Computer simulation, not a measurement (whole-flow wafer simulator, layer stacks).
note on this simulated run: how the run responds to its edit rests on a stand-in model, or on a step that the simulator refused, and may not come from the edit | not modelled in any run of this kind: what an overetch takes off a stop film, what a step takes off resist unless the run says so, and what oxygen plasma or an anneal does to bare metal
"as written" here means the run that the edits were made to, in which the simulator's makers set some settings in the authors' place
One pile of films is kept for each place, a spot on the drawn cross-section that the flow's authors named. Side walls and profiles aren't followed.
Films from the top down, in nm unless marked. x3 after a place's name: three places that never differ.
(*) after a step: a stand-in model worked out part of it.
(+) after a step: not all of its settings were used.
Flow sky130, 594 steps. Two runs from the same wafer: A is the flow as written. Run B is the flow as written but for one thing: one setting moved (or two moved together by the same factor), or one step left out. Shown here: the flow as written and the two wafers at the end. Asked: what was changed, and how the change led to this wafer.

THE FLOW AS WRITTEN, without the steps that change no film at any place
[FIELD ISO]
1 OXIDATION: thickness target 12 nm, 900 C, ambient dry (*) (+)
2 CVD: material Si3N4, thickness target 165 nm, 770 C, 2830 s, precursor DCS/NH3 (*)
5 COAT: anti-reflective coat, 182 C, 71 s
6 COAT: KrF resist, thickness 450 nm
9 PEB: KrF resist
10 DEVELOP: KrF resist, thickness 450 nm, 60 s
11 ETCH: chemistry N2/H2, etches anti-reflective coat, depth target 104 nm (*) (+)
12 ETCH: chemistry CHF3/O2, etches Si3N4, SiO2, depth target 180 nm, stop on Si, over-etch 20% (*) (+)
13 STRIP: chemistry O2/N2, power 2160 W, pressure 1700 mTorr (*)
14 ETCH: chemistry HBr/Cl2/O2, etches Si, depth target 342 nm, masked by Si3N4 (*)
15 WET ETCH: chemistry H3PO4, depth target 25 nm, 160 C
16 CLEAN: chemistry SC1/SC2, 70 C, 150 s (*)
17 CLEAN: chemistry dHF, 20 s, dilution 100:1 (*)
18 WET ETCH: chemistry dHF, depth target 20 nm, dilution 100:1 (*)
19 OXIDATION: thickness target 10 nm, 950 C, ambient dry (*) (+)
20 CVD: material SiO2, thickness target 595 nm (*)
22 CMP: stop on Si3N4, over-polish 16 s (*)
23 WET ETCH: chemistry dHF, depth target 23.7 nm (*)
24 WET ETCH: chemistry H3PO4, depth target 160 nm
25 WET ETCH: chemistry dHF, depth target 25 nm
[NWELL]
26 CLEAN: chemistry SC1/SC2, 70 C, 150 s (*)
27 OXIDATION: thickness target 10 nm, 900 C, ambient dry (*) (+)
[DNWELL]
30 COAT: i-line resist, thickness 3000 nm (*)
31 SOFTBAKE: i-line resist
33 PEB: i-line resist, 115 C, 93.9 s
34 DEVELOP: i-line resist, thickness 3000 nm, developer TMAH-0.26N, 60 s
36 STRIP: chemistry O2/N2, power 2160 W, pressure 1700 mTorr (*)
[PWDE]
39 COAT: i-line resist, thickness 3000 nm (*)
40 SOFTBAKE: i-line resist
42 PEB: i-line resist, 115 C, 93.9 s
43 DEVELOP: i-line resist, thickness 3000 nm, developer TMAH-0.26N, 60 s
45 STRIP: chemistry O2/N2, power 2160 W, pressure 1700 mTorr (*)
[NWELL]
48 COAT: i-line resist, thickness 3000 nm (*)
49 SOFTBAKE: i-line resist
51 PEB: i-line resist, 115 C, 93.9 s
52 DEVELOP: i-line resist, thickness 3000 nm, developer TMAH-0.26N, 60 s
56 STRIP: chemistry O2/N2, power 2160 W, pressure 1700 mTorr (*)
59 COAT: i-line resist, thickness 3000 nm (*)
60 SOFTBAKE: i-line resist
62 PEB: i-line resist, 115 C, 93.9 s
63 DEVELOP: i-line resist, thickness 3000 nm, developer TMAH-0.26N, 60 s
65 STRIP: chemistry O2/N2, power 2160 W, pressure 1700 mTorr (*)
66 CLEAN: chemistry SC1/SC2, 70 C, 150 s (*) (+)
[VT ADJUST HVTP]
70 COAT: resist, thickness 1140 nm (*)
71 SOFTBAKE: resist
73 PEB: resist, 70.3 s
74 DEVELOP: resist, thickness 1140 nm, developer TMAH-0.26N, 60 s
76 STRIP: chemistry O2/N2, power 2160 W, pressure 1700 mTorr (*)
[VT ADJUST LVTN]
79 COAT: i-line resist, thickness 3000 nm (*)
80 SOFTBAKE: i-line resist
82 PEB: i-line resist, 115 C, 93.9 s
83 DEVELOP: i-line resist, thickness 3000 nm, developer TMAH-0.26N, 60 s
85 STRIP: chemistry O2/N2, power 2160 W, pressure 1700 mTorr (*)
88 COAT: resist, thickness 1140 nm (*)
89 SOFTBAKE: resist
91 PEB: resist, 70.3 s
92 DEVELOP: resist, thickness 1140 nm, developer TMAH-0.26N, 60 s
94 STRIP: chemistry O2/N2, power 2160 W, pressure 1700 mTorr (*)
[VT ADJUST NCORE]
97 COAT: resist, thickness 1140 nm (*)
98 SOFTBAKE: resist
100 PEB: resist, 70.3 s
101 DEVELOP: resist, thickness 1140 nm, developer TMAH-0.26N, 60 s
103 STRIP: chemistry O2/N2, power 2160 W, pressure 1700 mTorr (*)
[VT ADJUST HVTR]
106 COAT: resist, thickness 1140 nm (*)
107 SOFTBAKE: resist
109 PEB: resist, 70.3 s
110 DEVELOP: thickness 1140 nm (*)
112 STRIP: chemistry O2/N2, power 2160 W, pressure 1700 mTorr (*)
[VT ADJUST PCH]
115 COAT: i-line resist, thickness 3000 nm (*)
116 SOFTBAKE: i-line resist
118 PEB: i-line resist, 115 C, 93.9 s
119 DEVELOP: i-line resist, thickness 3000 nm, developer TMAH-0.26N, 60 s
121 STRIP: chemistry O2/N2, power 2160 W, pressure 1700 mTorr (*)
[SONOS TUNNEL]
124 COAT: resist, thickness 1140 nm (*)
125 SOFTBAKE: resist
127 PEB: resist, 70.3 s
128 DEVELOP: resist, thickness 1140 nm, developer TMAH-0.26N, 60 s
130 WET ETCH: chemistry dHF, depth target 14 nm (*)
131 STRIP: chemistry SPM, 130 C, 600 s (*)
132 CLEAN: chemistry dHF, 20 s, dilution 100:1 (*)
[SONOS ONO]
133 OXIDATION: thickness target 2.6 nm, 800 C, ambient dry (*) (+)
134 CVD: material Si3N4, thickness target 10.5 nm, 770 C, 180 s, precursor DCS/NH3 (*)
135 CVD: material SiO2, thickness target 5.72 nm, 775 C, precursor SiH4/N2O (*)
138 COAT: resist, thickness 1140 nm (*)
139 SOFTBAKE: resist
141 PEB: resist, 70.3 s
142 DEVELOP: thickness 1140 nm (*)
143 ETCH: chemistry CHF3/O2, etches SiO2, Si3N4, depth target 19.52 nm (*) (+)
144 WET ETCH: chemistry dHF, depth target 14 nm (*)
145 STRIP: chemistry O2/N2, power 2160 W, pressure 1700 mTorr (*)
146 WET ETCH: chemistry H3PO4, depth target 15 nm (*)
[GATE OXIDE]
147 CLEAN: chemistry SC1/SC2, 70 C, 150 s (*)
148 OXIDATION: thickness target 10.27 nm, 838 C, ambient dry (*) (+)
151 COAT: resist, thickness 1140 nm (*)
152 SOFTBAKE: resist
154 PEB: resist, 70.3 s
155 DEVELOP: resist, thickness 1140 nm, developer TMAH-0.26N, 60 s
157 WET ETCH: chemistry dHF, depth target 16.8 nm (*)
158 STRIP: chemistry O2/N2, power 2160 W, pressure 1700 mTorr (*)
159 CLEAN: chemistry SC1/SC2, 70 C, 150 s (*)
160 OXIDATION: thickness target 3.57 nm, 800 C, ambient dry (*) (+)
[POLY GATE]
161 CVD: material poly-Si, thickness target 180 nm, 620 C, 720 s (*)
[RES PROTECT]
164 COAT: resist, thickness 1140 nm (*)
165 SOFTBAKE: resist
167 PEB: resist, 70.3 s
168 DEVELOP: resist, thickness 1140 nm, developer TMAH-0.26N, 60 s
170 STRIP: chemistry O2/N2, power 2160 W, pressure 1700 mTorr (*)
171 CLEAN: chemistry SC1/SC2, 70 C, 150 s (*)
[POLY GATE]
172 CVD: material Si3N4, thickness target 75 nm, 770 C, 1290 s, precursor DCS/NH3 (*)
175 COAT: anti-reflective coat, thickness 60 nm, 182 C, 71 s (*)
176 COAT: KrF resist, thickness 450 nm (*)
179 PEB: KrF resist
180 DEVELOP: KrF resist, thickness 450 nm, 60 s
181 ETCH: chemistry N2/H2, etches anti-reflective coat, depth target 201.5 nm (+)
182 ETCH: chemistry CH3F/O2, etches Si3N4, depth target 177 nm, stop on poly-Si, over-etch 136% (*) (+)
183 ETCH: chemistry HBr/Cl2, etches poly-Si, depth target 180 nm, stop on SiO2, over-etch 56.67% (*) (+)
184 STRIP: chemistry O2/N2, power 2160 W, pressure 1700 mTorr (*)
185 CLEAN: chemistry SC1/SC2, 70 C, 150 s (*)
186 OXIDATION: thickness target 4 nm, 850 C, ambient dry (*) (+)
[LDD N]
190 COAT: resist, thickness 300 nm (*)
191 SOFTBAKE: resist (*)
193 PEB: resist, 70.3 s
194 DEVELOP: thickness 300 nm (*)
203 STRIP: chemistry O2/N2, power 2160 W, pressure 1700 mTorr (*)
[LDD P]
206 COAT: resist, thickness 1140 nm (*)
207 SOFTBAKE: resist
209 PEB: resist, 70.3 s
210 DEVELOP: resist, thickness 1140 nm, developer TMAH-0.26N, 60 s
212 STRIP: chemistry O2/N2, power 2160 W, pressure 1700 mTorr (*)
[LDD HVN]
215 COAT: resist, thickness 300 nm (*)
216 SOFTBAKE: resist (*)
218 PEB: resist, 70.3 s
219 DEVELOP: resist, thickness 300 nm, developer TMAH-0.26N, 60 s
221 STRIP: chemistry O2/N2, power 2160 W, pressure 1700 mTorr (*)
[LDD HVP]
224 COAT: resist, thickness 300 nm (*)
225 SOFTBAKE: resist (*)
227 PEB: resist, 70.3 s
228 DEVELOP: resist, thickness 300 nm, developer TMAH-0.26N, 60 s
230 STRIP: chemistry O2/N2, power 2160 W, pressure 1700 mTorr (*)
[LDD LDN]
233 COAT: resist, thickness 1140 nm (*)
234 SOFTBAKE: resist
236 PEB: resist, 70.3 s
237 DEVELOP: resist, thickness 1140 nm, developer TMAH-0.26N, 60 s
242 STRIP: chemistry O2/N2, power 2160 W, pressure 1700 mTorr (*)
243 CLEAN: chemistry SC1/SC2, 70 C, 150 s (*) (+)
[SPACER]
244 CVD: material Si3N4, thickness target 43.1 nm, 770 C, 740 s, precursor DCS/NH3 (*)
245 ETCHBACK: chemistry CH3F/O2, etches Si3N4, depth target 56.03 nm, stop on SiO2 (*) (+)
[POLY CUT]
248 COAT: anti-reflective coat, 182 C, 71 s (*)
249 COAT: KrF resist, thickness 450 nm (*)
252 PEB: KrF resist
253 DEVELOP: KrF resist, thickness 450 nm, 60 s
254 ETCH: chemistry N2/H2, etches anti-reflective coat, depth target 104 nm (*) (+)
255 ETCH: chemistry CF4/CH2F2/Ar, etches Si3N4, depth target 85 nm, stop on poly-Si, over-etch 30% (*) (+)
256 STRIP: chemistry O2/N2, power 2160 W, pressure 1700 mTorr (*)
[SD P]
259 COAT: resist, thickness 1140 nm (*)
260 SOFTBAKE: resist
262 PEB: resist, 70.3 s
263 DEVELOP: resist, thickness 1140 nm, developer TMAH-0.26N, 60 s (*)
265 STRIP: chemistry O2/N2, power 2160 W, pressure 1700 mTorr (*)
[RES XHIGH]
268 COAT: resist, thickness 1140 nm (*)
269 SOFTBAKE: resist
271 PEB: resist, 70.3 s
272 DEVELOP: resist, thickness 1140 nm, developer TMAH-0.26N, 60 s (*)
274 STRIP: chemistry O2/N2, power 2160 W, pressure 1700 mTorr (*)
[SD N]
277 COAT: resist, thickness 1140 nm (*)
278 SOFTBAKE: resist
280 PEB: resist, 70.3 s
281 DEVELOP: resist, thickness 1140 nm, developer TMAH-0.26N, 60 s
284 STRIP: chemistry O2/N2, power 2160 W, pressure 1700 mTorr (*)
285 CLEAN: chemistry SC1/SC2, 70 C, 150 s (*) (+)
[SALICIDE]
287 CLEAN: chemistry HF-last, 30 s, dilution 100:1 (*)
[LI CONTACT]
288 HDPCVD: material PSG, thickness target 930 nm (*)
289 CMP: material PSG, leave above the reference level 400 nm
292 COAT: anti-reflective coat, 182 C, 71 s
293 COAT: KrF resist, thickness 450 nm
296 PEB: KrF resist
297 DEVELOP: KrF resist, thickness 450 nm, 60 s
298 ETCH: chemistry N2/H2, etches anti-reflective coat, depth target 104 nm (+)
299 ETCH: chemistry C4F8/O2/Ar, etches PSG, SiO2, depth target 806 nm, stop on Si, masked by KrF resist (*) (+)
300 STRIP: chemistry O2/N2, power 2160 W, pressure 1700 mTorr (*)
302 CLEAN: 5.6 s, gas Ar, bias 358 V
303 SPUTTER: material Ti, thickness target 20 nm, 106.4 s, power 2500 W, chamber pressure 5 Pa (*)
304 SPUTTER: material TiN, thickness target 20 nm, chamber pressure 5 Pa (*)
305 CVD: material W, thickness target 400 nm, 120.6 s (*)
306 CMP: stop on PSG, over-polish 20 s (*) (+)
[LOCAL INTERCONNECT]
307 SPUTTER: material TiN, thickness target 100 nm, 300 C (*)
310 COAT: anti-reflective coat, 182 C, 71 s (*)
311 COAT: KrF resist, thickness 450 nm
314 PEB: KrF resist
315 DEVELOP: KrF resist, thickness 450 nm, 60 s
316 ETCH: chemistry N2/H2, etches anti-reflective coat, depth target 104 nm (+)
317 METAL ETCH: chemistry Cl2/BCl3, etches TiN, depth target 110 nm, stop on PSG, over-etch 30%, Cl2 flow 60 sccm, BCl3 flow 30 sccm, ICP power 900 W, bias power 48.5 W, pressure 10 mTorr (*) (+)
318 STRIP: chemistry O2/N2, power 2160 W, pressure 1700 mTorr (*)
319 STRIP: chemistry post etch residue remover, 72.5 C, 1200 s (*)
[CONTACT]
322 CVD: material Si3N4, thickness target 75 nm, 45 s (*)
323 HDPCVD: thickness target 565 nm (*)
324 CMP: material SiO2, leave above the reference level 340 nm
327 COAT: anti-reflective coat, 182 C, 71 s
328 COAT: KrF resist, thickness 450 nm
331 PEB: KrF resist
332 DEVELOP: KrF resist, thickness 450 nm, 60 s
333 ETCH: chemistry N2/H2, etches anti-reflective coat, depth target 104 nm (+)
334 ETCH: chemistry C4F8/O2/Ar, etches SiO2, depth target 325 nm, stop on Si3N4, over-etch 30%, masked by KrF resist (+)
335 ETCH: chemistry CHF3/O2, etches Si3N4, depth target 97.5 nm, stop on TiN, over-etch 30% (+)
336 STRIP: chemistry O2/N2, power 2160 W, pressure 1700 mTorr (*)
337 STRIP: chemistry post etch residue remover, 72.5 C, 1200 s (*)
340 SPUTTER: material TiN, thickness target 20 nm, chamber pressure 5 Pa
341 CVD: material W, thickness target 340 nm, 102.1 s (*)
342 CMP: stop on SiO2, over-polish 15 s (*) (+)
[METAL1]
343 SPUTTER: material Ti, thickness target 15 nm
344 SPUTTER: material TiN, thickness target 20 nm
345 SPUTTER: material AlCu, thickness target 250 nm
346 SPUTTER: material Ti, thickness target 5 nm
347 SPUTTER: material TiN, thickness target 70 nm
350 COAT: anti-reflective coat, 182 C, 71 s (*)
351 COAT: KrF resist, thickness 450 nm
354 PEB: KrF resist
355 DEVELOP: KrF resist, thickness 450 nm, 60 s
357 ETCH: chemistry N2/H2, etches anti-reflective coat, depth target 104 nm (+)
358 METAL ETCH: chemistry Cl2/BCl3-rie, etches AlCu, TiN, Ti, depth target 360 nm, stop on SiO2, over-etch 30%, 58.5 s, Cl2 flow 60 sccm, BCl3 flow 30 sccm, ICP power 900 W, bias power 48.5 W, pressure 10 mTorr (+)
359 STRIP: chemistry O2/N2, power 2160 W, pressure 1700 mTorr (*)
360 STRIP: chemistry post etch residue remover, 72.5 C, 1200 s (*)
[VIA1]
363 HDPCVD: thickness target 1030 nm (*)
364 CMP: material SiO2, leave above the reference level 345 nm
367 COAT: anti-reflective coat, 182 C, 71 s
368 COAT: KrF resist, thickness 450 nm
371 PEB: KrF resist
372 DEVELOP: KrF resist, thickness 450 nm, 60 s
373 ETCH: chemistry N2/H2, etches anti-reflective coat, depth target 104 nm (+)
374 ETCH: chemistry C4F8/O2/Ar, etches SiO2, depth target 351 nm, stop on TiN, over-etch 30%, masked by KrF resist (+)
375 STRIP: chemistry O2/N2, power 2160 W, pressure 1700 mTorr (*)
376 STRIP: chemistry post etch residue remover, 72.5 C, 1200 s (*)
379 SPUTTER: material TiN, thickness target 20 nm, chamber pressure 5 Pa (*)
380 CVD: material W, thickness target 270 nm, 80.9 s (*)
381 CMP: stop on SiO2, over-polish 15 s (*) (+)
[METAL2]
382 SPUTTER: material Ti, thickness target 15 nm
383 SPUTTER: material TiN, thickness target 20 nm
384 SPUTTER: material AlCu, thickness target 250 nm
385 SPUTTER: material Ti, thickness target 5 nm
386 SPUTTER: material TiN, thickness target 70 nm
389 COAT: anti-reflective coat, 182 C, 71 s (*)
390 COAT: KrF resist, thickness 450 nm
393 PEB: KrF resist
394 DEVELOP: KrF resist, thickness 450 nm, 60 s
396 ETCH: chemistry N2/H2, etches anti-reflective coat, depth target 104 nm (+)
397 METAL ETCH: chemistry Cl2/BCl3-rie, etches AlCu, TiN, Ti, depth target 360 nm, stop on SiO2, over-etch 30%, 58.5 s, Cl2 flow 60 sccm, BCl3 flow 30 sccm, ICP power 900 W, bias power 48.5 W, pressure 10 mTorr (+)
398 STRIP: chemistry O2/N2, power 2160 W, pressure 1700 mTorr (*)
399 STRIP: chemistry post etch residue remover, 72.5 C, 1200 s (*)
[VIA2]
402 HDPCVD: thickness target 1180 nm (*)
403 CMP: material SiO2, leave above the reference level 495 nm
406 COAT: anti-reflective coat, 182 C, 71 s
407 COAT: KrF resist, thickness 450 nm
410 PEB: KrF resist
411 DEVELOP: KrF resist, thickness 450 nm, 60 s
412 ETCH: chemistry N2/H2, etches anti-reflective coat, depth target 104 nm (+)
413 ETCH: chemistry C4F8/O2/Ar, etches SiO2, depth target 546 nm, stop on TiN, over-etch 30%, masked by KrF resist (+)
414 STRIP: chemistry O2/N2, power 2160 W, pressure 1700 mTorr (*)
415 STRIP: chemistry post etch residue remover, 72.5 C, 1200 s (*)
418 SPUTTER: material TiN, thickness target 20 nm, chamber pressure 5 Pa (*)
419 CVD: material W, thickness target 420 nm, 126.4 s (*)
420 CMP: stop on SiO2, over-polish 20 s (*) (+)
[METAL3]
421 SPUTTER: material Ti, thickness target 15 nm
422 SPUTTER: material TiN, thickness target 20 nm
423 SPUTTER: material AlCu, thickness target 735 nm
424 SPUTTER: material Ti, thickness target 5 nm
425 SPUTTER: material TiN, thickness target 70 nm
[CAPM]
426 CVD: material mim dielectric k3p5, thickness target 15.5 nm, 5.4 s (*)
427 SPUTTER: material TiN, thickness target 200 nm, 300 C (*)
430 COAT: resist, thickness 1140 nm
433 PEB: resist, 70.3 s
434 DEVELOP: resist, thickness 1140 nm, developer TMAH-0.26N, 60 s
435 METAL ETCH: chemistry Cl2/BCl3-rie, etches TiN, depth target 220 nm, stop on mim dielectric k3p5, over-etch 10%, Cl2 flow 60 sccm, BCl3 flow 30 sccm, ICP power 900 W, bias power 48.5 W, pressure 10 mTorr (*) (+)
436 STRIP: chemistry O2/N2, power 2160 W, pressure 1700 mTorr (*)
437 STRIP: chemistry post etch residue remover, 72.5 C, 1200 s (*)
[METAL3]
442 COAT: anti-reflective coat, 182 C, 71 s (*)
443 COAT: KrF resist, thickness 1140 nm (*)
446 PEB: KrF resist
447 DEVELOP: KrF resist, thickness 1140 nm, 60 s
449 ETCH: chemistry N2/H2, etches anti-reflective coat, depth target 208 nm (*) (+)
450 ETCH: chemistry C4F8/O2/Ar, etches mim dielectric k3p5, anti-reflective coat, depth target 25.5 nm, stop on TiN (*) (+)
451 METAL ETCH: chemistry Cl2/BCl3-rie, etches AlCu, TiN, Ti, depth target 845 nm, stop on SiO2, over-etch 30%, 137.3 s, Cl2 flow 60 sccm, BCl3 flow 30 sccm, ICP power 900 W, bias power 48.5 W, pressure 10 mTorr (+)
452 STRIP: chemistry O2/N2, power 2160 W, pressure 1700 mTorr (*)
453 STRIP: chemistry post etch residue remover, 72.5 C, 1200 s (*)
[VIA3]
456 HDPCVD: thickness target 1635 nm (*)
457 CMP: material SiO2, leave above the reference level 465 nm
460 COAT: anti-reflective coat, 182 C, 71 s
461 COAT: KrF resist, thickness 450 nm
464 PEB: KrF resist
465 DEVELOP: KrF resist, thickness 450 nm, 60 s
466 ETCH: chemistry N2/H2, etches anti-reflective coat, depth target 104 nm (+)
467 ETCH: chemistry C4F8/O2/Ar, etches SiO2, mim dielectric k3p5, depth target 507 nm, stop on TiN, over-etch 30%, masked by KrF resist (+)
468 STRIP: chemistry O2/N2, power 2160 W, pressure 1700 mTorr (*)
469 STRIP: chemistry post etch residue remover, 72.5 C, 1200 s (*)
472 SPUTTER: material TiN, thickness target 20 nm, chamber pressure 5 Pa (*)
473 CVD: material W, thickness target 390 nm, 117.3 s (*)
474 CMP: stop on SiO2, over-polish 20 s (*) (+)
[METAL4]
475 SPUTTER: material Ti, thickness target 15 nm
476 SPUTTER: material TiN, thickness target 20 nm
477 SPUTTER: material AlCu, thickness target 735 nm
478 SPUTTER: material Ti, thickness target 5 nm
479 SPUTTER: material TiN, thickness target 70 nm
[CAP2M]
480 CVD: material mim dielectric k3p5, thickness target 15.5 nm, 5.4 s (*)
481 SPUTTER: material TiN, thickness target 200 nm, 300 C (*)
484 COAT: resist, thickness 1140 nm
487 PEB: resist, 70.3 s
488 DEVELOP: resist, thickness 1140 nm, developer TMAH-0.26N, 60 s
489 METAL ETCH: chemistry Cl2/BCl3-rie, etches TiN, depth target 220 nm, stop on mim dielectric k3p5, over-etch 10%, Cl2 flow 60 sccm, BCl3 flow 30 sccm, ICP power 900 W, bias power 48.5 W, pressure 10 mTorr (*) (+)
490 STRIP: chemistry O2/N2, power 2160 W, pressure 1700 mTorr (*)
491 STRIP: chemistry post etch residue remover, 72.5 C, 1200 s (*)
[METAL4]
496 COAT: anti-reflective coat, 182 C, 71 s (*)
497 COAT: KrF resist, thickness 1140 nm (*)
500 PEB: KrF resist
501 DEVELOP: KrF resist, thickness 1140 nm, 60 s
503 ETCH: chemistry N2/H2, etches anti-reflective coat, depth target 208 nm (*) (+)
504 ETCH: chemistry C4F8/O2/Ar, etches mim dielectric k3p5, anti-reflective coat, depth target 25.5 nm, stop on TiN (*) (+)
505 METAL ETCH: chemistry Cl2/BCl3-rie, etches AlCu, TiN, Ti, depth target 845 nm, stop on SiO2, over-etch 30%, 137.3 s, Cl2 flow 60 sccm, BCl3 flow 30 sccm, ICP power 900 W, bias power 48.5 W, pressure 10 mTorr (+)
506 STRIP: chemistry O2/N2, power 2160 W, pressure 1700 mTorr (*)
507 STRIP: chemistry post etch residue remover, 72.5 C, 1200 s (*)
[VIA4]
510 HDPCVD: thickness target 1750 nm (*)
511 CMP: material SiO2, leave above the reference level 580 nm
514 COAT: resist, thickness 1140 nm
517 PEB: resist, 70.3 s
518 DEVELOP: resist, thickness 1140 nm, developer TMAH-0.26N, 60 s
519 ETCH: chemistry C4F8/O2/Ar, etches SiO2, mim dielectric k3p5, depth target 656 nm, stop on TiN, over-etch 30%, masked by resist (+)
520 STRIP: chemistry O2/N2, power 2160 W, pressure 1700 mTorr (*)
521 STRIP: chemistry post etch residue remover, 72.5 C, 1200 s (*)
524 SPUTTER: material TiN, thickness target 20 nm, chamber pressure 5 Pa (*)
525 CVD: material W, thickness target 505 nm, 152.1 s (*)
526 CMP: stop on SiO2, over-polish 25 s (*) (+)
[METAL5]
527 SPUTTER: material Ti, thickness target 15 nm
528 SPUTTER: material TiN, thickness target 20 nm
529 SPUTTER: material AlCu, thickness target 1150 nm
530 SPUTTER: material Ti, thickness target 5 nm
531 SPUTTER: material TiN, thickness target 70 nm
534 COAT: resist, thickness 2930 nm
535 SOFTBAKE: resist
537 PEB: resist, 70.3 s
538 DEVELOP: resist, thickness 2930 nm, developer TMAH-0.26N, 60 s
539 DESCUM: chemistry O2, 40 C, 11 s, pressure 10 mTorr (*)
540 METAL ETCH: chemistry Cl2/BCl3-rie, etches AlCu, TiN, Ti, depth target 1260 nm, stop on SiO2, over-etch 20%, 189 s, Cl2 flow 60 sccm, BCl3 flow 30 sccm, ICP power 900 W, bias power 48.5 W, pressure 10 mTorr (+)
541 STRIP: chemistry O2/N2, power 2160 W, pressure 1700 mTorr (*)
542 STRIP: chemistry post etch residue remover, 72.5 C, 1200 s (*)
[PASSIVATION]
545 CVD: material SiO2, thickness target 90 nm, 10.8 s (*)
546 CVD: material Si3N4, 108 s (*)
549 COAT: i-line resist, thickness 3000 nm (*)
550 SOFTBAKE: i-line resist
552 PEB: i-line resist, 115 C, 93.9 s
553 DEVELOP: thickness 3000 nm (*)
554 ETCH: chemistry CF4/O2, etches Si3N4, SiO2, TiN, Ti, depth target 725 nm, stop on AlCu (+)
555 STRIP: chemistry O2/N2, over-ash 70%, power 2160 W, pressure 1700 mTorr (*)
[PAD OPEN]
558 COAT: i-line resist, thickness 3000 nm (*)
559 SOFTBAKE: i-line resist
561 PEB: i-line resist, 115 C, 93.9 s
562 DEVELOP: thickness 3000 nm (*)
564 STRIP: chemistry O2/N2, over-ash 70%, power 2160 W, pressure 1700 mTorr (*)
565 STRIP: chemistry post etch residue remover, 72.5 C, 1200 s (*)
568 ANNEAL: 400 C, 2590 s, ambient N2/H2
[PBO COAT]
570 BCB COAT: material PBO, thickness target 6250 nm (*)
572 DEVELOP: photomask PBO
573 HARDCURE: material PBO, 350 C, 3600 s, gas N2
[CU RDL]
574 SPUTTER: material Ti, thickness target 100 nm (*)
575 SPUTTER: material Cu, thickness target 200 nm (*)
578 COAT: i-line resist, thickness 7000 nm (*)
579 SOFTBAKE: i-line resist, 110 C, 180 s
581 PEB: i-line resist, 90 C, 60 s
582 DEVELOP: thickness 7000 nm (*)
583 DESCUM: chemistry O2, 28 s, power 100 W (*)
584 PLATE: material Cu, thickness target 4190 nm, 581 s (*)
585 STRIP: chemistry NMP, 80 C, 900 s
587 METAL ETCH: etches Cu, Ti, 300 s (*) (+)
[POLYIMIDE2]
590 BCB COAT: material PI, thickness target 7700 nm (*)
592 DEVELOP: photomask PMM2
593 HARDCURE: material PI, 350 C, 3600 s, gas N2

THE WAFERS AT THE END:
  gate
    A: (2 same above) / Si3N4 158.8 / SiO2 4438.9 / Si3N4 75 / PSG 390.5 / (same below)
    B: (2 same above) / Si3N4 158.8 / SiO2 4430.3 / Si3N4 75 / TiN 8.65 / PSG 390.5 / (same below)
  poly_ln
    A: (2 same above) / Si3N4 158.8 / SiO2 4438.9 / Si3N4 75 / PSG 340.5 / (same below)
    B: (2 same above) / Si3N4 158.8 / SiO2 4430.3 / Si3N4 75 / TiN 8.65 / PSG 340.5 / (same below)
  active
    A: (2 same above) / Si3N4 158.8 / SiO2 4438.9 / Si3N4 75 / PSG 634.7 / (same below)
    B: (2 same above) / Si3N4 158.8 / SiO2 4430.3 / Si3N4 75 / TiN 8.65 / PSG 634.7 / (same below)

The cause: step 316, ETCH: depth target 66.6 nm was run, where the flow has depth target 104 nm.

How the change led to this, step by step:
  316 ETCH: chemistry N2/H2, etches anti-reflective coat, depth target 104 nm (+)
      field, active, gate and 87 more: A anti-reflective coat -80 (all of it), TiN -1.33 | B anti-reflective coat -66.6
      rpo_hd: A anti-reflective coat -80 (all of it), TiN -1.34 | B anti-reflective coat -66.6
      (and at 100 more places)
  317 METAL ETCH: chemistry Cl2/BCl3, etches TiN, depth target 110 nm, stop on PSG, over-etch 30%, Cl2 flow 60 sccm, BCl3 flow 30 sccm, ICP power 900 W, bias power 48.5 W, pressure 10 mTorr (*) (+)
      field, active, gate and 84 more: A TiN -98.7 (all of it) | B anti-reflective coat -13.4 (all of it), TiN -90.9
      rpo_hd, rpm_encl, rpm_encl_psd, iso_guard_nsd_tip: A TiN -98.7 (all of it) | B anti-reflective coat -13.4 (all of it), TiN -91
  318 STRIP: chemistry O2/N2, power 2160 W, pressure 1700 mTorr (*)
      n_well, p_well, gate_hv and 93 more: A KrF resist -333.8 (all of it), anti-reflective coat -80 (all of it) | B KrF resist -354.6 (all of it), anti-reflective coat -80 (all of it)
      poly_licon, ndiff_licon, rpo_hd_licon: A KrF resist -333.9 (all of it), anti-reflective coat -80.5 (all of it) | B KrF resist -354.7 (all of it), anti-reflective coat -80.5 (all of it)
      (and at 1 more place)
  324 CMP: material SiO2, leave above the reference level 340 nm
      field, active, gate and 84 more: A SiO2 -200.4 | B SiO2 -209.1
      rpo_hd, rpm_encl, rpm_encl_psd, iso_guard_nsd_tip: A SiO2 -200.4 | B SiO2 -209
Counting metal films that touch as one body, gate has 1 body; the flow as written gives 0 bodies.
Counting metal films that touch as one body, poly_ln has 1 body; the flow as written gives 0 bodies.
Counting metal films that touch as one body, active has 1 body; the flow as written gives 0 bodies.
